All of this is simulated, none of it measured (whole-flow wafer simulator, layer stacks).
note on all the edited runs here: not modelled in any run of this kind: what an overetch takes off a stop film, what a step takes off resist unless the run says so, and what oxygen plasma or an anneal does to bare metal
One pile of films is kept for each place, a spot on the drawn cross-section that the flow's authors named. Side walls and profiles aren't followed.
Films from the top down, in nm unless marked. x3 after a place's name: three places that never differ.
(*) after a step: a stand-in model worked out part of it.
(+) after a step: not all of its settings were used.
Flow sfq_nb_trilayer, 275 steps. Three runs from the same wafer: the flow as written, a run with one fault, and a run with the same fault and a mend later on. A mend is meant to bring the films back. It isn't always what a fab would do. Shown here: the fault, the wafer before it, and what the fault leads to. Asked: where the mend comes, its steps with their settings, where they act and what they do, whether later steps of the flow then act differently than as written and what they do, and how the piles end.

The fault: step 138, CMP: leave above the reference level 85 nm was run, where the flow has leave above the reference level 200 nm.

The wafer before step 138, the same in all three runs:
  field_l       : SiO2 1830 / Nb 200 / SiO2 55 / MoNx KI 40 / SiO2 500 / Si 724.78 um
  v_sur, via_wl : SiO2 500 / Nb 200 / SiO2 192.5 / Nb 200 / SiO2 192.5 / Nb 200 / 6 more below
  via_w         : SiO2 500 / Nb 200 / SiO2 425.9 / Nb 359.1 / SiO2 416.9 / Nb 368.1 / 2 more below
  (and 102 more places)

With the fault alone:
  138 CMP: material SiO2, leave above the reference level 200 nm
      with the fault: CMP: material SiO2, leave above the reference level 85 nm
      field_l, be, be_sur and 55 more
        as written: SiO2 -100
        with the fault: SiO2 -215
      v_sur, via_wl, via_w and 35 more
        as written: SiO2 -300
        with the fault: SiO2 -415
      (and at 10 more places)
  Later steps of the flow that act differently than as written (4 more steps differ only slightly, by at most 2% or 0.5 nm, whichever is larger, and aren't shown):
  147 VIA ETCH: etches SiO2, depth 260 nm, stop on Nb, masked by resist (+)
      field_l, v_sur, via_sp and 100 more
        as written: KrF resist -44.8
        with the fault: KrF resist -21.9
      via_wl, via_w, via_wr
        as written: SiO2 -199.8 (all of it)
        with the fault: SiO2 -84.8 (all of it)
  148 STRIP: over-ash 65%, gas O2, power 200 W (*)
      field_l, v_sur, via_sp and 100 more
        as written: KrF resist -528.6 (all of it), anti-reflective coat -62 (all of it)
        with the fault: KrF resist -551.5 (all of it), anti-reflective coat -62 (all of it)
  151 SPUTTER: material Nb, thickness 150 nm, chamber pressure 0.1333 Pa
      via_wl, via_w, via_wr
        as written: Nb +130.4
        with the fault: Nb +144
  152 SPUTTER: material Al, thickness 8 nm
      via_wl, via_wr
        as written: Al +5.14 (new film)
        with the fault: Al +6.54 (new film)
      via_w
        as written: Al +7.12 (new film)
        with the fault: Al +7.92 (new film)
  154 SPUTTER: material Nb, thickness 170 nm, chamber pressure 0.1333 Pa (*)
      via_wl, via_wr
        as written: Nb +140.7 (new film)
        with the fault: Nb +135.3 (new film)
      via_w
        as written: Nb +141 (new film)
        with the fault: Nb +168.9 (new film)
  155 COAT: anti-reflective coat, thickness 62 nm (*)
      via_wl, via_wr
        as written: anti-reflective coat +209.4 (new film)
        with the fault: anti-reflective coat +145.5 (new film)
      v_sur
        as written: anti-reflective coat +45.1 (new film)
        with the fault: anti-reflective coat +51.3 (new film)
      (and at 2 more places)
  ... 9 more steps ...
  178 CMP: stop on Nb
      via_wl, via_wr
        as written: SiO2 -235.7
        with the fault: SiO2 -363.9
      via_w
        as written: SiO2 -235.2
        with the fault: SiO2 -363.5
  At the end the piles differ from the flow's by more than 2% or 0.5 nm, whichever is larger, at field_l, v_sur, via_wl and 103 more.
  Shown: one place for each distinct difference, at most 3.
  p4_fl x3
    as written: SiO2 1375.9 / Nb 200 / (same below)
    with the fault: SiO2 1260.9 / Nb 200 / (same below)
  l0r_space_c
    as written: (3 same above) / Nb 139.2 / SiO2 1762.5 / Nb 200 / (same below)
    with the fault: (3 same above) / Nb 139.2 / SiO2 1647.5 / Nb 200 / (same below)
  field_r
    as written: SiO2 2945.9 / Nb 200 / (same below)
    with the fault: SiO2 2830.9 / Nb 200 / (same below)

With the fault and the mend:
  The mend comes after step 139.
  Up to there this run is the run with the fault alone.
  139a PECVD: material SiO2, thickness 115 nm, 150 C, 25.56 s, RF power 183.3 W, pressure 2.4 Torr, precursor SiH4/N2O (the flow's step 137 once more, with other settings)
      field_l, v_sur, via_wl and 103 more
        SiO2 +115
  No later step of the flow acts differently than as written, at any place that is followed, by more than 2% or 0.5 nm, whichever is larger.
  At the end the piles are the same as the flow's at every place that both follow.
